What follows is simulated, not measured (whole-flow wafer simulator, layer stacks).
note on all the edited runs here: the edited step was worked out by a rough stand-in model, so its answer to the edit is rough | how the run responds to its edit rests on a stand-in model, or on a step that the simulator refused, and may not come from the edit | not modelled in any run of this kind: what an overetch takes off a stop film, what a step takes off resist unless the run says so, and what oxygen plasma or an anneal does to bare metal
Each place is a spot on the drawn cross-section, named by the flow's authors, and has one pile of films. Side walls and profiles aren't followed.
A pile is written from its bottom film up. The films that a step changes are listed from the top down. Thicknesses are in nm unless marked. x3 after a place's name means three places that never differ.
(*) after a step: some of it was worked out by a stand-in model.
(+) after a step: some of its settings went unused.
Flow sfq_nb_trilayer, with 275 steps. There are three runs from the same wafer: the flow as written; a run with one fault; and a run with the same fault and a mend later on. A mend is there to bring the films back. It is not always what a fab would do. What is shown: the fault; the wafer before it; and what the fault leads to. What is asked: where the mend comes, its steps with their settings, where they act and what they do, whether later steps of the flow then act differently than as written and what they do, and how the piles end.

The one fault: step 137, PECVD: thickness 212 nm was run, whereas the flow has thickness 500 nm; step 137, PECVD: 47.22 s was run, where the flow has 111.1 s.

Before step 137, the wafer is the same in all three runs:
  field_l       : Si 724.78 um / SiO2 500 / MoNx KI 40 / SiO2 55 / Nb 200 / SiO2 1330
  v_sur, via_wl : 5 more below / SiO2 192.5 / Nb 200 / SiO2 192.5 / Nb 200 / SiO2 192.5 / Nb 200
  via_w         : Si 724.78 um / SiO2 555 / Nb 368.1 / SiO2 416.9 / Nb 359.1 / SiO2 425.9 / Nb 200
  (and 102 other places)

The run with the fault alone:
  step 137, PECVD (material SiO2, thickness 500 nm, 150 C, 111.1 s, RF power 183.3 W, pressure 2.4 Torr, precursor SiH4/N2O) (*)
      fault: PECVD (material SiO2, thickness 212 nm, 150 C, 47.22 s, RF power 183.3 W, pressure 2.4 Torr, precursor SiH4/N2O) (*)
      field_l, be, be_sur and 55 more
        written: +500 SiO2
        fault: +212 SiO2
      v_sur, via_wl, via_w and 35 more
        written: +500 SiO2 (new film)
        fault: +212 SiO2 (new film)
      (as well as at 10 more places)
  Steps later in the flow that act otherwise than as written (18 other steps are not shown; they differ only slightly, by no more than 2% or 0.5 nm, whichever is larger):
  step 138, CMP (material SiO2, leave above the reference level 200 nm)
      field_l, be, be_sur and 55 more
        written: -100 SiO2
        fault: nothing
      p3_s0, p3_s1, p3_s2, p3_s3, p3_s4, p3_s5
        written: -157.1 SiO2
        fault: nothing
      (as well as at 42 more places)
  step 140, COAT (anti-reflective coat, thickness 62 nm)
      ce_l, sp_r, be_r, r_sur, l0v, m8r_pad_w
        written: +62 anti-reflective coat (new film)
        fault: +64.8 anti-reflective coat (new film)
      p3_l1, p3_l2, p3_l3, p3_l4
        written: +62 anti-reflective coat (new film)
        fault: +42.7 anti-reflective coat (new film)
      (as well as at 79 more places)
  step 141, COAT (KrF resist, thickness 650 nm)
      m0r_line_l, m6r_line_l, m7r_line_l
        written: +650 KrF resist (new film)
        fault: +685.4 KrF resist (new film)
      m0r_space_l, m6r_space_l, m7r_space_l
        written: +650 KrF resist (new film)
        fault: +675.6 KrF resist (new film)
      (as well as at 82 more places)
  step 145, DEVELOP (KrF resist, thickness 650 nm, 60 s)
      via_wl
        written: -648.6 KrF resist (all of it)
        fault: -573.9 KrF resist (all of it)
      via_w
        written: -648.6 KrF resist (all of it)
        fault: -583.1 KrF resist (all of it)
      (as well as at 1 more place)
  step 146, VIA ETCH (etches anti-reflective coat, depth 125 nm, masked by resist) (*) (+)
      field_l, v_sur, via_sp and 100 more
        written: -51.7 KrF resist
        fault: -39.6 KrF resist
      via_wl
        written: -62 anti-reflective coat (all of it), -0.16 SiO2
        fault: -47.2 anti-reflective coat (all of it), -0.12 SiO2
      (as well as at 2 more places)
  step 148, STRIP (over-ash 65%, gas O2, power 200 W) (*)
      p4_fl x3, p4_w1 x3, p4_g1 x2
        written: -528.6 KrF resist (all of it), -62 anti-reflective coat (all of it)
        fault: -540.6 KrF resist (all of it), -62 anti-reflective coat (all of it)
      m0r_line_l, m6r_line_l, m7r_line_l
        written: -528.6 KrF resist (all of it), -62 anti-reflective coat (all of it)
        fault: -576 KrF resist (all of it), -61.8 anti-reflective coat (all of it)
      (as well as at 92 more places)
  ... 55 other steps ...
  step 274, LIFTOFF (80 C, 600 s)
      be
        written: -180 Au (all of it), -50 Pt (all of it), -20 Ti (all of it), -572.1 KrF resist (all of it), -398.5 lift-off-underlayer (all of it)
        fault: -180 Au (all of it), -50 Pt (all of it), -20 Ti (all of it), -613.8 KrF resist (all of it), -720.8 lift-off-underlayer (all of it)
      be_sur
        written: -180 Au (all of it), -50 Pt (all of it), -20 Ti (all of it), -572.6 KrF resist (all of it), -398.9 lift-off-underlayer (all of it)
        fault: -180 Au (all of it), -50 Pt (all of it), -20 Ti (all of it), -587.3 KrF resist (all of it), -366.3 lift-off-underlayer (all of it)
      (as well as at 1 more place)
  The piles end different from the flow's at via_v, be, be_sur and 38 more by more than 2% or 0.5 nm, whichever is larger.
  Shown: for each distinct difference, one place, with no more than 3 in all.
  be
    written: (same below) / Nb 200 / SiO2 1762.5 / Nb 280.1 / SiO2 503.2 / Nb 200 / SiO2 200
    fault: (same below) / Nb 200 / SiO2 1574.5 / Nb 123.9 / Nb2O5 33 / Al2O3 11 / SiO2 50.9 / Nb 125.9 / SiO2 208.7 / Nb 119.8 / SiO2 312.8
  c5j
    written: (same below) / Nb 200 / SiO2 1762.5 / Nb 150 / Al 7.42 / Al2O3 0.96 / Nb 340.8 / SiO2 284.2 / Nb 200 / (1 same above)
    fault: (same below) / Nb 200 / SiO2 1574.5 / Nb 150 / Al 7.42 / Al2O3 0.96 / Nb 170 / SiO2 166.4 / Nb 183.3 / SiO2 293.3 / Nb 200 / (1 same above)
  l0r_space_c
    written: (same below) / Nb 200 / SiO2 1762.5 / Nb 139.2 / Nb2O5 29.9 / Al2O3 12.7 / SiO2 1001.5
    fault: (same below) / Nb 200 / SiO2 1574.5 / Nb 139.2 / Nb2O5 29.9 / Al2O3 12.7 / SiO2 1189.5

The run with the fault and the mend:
  After step 137 comes the mend.
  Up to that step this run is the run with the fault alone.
  step 137a, PECVD (material SiO2, thickness 288 nm, 150 C, 64 s, RF power 183.3 W, pressure 2.4 Torr, precursor SiH4/N2O) (*) (the flow's step 137 again, with other settings)
      field_l, v_sur, via_wl and 99 more
        +288 SiO2
      lsp_r, l0_sur, l0v
        +283.5 SiO2
      via_v
        +406.9 SiO2
  Steps later in the flow that act otherwise than as written:
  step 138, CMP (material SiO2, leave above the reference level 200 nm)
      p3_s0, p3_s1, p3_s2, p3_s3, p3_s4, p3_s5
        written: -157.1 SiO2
        mend: -100 SiO2
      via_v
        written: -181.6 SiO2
        mend: -157.1 SiO2
  By the end, the piles equal the flow's at every place that both follow.
